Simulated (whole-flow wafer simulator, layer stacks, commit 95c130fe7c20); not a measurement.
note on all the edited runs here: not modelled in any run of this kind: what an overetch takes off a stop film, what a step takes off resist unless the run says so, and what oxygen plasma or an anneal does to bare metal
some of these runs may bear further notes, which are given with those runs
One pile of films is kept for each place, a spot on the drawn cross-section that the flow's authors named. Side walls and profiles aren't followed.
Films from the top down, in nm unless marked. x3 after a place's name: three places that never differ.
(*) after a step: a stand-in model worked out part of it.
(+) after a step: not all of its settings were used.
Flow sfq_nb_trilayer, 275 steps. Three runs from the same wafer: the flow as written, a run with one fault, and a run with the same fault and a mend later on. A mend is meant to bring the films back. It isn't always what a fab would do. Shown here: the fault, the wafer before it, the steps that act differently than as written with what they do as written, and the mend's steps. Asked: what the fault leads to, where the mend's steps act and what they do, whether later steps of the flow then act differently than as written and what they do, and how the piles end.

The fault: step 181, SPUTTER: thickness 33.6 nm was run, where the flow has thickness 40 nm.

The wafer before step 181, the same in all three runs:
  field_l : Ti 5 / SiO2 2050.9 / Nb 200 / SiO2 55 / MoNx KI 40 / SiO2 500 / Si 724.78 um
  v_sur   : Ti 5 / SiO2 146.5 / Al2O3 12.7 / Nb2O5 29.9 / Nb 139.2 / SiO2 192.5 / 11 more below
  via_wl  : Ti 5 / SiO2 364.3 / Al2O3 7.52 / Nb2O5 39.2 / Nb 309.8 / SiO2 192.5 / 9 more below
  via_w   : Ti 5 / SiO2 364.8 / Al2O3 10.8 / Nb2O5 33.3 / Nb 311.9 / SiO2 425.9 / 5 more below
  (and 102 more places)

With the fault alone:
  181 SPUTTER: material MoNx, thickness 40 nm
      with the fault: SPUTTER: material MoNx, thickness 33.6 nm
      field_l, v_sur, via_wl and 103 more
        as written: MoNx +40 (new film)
        with the fault: MoNx +33.6 (new film)
  Later steps of the flow that act differently than as written (11 more steps differ only slightly, by at most 2% or 0.5 nm, whichever is larger, and aren't shown):
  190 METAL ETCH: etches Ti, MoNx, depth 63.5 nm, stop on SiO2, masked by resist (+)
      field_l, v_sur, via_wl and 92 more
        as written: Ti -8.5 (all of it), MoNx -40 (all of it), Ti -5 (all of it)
        with the fault: Ti -8.5 (all of it), MoNx -33.6 (all of it), Ti -5 (all of it)
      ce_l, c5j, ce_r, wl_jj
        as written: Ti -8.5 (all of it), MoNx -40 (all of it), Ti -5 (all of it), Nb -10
        with the fault: Ti -8.5 (all of it), MoNx -33.6 (all of it), Ti -5 (all of it), Nb -16.4
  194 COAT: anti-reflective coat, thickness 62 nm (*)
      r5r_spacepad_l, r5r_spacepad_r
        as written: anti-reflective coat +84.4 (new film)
        with the fault: anti-reflective coat +81.6 (new film)
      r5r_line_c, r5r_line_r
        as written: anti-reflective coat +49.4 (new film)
        with the fault: anti-reflective coat +50.5 (new film)
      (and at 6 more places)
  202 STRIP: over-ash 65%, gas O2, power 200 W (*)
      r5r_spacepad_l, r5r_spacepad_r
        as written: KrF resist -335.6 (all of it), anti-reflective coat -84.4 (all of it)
        with the fault: KrF resist -335.4 (all of it), anti-reflective coat -81.6 (all of it)
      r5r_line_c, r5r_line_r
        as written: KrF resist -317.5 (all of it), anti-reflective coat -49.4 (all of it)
        with the fault: KrF resist -319.7 (all of it), anti-reflective coat -50.5 (all of it)
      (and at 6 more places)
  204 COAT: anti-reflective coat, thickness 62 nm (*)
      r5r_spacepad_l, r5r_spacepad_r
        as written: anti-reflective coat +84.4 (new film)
        with the fault: anti-reflective coat +81.6 (new film)
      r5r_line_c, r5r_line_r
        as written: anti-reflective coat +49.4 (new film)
        with the fault: anti-reflective coat +50.5 (new film)
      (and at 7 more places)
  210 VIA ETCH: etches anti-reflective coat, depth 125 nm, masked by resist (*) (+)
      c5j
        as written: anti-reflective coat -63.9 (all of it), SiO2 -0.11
        with the fault: anti-reflective coat -65.7 (all of it), SiO2 -0.1
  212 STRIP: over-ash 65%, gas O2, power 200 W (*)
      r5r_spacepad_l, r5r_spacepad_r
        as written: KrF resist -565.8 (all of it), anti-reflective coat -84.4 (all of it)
        with the fault: KrF resist -565 (all of it), anti-reflective coat -81.6 (all of it)
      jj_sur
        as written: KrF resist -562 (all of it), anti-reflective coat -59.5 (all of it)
        with the fault: KrF resist -561.2 (all of it), anti-reflective coat -58.3 (all of it)
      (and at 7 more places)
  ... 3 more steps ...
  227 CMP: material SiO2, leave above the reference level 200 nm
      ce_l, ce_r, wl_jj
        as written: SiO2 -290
        with the fault: SiO2 -283.6
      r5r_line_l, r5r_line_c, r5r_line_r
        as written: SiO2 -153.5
        with the fault: SiO2 -147.1
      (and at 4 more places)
  At the end the piles differ from the flow's by more than 2% or 0.5 nm, whichever is larger, at ce_l, c5j, ce_r and 8 more.
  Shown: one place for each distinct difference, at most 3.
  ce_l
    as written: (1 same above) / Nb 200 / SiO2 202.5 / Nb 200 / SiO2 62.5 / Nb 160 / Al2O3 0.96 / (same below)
    with the fault: (1 same above) / Nb 200 / SiO2 208.9 / Nb 200 / SiO2 62.5 / Nb 153.6 / Al2O3 0.96 / (same below)
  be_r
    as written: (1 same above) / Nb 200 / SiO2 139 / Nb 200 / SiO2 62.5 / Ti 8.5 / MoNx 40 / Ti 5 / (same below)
    with the fault: (1 same above) / Nb 200 / SiO2 145.4 / Nb 200 / SiO2 62.5 / Ti 8.5 / MoNx 33.6 / Ti 5 / (same below)
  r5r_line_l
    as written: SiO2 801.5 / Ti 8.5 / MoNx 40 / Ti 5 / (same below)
    with the fault: SiO2 807.9 / Ti 8.5 / MoNx 33.6 / Ti 5 / (same below)

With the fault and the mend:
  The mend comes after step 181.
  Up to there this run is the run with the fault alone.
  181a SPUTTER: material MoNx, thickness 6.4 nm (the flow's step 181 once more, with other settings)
      field_l, v_sur, via_wl and 103 more
        MoNx +6.4
  No later step of the flow acts differently than as written at any place that is followed.
  At the end the piles are the same as the flow's at every place that both follow.
